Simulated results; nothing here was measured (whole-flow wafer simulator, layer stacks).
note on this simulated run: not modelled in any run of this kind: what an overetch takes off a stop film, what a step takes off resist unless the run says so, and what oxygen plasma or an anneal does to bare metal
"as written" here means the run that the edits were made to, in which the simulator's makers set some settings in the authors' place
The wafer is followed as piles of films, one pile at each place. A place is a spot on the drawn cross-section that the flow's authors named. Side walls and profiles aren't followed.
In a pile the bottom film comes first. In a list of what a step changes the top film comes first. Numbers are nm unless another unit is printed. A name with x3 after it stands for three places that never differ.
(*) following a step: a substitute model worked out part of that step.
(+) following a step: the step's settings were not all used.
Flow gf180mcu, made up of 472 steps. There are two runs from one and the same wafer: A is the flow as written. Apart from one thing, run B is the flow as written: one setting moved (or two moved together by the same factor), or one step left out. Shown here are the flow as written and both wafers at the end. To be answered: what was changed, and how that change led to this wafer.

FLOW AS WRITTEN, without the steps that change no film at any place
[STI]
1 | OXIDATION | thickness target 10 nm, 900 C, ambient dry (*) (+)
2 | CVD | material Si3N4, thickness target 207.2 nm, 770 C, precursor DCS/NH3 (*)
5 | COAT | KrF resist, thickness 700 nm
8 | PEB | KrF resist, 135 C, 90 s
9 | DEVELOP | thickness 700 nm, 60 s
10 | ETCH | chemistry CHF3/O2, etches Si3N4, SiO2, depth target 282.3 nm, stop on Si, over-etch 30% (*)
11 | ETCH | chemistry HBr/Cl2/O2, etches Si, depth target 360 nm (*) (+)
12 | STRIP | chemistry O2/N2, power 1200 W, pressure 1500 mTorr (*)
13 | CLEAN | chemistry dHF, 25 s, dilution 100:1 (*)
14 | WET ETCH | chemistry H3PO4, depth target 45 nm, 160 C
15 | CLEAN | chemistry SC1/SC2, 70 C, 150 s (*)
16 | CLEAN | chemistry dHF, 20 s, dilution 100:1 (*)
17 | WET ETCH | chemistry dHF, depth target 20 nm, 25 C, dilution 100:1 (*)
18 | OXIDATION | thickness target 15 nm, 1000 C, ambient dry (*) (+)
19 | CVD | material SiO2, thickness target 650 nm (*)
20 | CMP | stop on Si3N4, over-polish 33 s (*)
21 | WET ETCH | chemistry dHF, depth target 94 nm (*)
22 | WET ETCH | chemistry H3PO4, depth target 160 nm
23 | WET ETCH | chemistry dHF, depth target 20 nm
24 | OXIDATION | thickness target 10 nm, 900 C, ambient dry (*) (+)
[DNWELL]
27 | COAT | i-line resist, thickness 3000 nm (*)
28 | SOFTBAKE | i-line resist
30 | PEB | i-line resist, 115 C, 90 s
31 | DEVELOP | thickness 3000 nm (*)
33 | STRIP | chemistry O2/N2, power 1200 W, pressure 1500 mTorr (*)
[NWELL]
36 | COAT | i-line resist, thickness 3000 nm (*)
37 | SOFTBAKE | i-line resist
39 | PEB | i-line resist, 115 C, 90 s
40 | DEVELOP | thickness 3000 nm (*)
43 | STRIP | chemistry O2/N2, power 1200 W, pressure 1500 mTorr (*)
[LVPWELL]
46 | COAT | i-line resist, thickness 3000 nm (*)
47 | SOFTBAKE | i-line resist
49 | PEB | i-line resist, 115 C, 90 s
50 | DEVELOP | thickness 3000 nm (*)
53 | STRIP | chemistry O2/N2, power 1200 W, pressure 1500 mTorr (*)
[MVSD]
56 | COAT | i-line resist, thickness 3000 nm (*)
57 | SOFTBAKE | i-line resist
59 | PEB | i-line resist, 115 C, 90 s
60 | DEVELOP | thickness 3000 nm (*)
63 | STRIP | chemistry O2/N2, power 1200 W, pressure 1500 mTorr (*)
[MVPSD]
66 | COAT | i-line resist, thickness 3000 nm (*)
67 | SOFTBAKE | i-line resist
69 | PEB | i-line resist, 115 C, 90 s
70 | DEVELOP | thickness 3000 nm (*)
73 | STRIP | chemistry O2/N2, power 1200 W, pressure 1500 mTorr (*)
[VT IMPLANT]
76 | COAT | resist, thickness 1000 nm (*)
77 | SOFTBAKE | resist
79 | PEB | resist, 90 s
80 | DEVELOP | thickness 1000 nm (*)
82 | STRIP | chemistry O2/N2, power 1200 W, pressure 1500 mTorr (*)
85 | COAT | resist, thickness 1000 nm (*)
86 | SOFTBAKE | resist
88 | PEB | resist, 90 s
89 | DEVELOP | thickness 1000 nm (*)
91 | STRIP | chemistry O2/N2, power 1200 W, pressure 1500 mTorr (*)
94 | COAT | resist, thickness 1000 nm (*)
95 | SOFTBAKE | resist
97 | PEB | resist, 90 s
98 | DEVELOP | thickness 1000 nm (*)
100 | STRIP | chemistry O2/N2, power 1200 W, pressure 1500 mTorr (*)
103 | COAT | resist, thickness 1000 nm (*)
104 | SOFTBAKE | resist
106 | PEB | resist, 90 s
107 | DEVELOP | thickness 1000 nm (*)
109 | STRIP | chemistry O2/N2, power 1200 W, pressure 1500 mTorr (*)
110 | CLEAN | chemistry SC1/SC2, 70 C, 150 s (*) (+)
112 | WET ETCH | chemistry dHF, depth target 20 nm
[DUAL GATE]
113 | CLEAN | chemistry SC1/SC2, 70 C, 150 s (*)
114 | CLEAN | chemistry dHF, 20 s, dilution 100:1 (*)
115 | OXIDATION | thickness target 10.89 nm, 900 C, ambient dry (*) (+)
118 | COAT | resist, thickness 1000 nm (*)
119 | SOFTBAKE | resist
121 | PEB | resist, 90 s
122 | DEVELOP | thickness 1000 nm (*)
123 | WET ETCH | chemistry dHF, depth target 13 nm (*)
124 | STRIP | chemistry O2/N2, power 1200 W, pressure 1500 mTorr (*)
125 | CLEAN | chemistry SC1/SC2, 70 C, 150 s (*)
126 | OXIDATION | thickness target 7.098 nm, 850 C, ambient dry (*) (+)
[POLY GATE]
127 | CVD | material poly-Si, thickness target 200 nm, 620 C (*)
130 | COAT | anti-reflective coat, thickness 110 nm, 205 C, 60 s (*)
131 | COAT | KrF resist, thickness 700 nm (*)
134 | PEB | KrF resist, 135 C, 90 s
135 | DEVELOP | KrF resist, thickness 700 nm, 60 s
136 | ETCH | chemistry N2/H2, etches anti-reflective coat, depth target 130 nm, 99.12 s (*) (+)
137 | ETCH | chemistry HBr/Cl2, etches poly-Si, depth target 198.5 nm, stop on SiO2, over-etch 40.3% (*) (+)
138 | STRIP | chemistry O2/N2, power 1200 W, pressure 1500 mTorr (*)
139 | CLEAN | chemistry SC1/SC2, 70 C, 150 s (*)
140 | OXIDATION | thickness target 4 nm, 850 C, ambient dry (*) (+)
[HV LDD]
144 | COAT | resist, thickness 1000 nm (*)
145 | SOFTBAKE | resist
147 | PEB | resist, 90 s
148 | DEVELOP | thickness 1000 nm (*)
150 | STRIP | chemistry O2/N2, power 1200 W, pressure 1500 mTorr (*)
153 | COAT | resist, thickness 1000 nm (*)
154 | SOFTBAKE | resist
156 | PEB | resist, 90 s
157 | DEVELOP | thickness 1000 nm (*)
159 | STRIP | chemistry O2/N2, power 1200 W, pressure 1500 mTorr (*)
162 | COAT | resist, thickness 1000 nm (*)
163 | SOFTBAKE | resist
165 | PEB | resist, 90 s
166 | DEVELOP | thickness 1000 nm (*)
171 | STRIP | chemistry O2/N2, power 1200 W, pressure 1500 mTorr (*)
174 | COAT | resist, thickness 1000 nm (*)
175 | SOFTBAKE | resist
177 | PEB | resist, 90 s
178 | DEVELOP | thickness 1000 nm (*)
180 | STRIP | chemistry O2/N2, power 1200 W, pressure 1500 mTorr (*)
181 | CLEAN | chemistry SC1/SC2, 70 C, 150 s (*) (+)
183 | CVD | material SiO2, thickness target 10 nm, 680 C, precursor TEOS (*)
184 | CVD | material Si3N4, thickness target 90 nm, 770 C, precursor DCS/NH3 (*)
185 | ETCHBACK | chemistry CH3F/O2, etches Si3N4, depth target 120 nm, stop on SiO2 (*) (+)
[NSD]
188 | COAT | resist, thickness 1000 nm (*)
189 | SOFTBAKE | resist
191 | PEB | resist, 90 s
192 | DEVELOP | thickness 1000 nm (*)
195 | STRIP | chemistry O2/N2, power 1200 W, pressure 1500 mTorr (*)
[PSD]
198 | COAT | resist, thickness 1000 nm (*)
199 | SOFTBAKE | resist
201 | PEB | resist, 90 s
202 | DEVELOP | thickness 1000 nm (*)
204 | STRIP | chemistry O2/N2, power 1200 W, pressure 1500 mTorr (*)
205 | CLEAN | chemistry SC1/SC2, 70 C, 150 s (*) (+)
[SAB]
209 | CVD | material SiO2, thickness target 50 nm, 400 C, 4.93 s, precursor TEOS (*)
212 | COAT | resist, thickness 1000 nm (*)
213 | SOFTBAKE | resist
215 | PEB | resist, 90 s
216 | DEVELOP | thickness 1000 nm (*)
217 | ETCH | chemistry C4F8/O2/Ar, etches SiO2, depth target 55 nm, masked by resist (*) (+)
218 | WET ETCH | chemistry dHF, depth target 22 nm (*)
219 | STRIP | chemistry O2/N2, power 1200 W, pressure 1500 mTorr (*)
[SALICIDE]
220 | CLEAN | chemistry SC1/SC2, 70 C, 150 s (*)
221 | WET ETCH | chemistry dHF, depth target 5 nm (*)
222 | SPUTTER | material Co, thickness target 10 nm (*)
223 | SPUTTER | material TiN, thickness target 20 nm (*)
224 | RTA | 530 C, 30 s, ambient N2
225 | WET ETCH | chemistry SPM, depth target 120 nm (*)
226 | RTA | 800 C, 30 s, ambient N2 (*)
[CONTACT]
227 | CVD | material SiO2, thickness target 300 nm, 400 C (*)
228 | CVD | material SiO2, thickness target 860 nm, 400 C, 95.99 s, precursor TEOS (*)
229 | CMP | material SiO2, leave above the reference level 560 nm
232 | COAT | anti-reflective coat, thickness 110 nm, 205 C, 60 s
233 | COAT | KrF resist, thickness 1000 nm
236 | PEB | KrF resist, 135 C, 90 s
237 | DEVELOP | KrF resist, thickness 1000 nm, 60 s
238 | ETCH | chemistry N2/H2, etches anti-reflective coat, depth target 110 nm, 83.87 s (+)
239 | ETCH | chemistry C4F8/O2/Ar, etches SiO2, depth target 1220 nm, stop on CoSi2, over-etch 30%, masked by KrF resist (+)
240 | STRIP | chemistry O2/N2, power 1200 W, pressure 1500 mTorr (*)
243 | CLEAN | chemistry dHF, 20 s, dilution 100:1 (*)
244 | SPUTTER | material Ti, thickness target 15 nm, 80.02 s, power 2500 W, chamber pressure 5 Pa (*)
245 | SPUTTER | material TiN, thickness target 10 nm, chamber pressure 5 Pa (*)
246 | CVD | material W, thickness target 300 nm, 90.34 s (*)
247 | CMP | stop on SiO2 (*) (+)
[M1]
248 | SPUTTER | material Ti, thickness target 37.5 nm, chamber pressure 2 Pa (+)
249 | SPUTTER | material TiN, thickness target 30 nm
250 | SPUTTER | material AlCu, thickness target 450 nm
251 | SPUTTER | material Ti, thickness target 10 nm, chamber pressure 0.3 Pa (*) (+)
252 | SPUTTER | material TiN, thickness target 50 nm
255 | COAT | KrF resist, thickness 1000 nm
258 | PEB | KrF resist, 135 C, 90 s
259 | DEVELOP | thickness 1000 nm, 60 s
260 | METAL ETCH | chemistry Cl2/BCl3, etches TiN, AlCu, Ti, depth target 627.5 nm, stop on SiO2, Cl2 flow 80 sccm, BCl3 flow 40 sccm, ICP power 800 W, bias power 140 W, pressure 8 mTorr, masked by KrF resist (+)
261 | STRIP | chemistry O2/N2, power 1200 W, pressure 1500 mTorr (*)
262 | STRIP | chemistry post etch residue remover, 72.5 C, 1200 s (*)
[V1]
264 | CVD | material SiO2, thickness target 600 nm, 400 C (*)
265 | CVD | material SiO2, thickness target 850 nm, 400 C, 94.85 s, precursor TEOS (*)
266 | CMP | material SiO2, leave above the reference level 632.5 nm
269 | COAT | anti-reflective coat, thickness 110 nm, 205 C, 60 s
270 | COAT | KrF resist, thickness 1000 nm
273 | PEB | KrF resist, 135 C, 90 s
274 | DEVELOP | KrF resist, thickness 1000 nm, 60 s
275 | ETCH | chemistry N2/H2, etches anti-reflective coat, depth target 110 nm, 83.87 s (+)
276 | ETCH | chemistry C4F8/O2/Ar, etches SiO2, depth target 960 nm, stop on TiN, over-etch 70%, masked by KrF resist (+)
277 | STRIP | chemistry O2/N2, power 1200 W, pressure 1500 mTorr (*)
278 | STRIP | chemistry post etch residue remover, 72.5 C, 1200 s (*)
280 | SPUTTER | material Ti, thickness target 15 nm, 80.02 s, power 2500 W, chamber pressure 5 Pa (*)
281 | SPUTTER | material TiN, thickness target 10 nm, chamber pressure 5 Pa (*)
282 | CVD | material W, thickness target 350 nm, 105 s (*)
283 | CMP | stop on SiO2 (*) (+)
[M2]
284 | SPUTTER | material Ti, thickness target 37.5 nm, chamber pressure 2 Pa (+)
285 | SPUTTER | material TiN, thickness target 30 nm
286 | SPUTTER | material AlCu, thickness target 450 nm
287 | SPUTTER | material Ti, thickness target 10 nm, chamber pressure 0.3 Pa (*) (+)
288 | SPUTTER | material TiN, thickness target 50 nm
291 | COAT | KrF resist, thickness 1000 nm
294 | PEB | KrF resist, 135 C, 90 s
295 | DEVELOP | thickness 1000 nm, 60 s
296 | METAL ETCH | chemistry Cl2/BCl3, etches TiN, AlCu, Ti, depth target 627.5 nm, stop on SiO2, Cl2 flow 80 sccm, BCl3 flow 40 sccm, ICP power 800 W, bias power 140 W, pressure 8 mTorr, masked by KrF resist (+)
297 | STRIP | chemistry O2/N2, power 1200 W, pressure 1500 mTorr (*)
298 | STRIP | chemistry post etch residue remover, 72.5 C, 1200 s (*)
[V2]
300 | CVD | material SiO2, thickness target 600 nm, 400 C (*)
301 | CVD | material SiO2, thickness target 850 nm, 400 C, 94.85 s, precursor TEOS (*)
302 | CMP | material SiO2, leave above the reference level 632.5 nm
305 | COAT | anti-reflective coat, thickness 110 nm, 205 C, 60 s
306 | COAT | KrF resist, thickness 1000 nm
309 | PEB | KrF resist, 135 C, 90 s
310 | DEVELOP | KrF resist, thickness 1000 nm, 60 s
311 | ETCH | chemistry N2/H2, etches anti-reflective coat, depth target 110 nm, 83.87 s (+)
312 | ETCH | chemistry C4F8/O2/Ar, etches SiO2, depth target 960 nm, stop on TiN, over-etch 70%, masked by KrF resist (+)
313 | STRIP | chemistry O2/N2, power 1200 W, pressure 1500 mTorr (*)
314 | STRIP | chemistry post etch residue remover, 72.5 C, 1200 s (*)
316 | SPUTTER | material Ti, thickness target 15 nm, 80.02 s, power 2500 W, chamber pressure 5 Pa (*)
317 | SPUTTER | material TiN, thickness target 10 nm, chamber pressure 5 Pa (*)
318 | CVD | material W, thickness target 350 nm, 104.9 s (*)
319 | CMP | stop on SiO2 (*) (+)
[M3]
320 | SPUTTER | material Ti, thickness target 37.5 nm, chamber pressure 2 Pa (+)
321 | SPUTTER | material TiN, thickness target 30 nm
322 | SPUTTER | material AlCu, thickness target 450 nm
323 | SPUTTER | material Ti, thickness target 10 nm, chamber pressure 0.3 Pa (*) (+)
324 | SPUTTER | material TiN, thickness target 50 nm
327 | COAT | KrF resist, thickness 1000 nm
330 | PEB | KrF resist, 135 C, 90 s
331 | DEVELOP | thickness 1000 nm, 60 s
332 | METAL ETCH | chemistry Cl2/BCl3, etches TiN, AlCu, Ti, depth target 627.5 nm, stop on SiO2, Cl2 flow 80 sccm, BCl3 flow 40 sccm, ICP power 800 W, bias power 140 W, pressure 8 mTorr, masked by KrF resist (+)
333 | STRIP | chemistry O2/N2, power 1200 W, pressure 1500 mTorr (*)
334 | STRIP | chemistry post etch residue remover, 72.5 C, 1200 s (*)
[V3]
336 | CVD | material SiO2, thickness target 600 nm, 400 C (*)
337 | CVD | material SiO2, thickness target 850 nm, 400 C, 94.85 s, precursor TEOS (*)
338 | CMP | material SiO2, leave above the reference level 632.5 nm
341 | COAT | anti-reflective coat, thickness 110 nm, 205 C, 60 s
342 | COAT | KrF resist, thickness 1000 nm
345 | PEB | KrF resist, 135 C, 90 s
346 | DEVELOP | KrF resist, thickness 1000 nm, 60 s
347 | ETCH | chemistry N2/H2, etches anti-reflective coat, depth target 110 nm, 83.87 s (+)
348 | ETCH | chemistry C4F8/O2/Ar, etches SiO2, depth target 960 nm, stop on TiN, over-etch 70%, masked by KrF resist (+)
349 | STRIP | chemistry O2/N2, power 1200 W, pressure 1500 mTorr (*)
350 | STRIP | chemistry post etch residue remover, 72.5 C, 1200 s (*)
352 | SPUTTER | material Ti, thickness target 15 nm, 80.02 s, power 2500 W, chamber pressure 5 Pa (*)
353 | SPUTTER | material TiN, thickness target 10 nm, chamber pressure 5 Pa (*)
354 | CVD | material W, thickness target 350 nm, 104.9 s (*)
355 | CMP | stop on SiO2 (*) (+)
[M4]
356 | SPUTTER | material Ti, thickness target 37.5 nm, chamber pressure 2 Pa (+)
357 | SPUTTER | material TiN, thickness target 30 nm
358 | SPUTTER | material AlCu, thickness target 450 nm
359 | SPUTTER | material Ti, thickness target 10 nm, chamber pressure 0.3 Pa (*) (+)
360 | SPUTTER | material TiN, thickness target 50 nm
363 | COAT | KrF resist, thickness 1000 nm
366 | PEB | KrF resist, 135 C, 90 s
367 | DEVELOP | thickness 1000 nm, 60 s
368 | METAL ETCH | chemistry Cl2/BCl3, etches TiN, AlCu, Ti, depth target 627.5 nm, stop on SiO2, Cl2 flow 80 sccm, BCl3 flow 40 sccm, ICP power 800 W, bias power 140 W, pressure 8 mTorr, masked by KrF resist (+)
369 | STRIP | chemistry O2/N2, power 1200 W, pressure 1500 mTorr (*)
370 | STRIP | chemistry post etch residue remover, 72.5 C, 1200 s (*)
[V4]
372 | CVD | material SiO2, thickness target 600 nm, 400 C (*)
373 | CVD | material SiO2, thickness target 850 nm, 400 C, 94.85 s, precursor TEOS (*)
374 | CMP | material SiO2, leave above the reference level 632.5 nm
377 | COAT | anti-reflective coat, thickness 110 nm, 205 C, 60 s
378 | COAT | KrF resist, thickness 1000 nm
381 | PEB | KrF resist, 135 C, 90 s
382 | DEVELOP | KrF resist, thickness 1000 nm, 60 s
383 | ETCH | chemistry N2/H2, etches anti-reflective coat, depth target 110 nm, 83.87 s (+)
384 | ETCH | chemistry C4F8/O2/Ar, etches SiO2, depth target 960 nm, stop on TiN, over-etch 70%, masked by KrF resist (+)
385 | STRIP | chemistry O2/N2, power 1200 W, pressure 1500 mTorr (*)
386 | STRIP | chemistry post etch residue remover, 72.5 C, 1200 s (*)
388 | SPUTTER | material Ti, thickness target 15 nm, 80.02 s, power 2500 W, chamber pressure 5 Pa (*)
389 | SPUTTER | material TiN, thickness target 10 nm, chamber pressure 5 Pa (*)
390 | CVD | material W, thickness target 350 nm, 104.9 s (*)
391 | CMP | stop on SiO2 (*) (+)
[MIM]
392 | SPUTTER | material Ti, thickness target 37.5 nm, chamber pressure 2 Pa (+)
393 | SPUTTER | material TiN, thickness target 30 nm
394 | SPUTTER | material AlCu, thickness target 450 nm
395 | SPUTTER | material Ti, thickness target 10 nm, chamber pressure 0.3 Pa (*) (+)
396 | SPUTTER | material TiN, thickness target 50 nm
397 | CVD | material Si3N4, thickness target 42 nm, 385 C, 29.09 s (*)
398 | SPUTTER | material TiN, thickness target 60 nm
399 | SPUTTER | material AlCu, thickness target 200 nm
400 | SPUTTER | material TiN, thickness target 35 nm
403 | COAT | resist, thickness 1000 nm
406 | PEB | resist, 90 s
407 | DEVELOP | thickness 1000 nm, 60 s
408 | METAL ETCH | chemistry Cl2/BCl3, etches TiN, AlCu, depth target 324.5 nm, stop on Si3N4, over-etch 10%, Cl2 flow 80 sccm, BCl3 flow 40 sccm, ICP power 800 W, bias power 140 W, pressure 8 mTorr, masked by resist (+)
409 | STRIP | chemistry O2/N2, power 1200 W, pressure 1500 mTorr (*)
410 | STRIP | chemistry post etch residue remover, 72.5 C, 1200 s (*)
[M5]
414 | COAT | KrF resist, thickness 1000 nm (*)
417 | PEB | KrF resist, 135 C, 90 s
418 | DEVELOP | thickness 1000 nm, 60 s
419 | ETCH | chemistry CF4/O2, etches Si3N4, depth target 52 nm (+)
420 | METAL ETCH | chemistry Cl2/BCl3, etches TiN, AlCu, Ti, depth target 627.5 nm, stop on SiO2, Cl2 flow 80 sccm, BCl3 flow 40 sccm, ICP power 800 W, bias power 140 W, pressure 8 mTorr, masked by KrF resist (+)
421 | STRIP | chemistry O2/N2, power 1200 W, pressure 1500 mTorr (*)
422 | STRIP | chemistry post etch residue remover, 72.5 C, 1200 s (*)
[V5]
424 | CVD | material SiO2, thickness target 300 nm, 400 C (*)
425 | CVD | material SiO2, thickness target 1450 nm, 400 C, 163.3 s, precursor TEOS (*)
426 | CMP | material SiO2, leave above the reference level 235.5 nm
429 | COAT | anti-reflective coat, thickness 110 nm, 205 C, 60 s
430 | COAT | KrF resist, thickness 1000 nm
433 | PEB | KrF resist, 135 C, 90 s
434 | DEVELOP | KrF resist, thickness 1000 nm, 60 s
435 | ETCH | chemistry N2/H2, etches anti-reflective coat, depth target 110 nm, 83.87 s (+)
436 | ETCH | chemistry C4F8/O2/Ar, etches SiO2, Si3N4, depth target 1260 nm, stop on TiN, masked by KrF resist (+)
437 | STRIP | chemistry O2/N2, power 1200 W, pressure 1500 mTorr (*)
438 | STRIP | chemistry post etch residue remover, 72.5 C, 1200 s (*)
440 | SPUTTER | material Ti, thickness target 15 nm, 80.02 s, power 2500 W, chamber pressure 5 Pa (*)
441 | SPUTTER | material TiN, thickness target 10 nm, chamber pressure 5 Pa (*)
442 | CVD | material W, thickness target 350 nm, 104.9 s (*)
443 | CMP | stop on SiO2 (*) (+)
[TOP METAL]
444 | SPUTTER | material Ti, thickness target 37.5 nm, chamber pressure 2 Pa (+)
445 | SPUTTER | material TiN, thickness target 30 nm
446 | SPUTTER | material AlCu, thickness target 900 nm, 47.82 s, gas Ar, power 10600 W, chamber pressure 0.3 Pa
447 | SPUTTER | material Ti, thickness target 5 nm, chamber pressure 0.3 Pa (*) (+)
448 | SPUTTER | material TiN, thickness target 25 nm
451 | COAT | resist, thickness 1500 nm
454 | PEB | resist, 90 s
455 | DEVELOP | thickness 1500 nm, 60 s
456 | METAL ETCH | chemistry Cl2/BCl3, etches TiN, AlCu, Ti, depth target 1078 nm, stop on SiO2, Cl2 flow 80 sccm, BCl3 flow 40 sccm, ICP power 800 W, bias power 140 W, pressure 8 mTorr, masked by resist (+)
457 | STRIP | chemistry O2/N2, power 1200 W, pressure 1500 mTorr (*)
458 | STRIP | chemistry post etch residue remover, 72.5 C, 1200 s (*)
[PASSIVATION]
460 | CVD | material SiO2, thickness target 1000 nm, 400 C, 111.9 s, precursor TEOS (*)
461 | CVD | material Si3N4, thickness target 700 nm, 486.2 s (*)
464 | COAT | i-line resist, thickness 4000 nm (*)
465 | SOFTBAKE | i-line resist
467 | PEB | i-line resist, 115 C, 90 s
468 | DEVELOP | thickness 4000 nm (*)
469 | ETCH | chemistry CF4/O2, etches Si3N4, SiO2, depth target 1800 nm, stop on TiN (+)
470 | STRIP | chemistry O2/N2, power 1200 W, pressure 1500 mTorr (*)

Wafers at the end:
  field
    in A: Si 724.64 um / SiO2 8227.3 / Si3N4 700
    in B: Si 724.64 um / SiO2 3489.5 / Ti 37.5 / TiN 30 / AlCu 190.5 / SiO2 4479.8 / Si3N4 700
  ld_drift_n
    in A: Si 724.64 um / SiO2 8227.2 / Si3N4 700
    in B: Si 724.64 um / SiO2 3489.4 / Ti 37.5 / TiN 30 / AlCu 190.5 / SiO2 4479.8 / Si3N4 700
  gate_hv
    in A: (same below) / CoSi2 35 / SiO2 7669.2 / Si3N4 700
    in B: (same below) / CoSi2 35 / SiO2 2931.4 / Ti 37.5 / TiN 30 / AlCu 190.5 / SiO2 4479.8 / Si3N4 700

Cause: step 332, METAL ETCH: depth target 313.8 nm was run, whereas the flow has depth target 627.5 nm.

The path from the change to this, step by step:
  332 | METAL ETCH | chemistry Cl2/BCl3, etches TiN, AlCu, Ti, depth target 627.5 nm, stop on SiO2, Cl2 flow 80 sccm, BCl3 flow 40 sccm, ICP power 800 W, bias power 140 W, pressure 8 mTorr, masked by KrF resist (+)
      field, field__w1, field__w2 and 103 more: A TiN loses 50 (all of it), Ti loses 10 (all of it), AlCu loses 450 (all of it), TiN loses 30 (all of it), Ti loses 37.5 (all of it) | B TiN loses 50 (all of it), Ti loses 10 (all of it), AlCu loses 253.8
      field__w8, contact, m1, m1__w1, m1_nw: A KrF resist loses 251 | B KrF resist loses 125.5
  333 | STRIP | chemistry O2/N2, power 1200 W, pressure 1500 mTorr (*)
      field__w8, contact, m1, m1__w1, m1_nw: A KrF resist loses 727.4 (all of it) | B KrF resist loses 852.9 (all of it)
  334 | STRIP | chemistry post etch residue remover, 72.5 C, 1200 s (*)
      field, field__w1, field__w2 and 103 more: A nothing | B AlCu loses 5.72
  336 | CVD | material SiO2, thickness target 600 nm, 400 C (*)
      field, field__w1, field__w2 and 103 more: A SiO2 gains 600 | B SiO2 gains 600 (new film)
  338 | CMP | material SiO2, leave above the reference level 632.5 nm
      field, field__w1, field__w2 and 103 more: A SiO2 loses 300 | B SiO2 loses 558
If metal films that touch count as one body, field has 1 body; the flow as written gives 0 bodies.
If metal films that touch count as one body, ld_drift_n has 1 body; the flow as written gives 0 bodies.
If metal films that touch count as one body, gate_hv has 2 bodies (between them, from the top down: SiO2 2931.4); the flow as written gives 1 body.
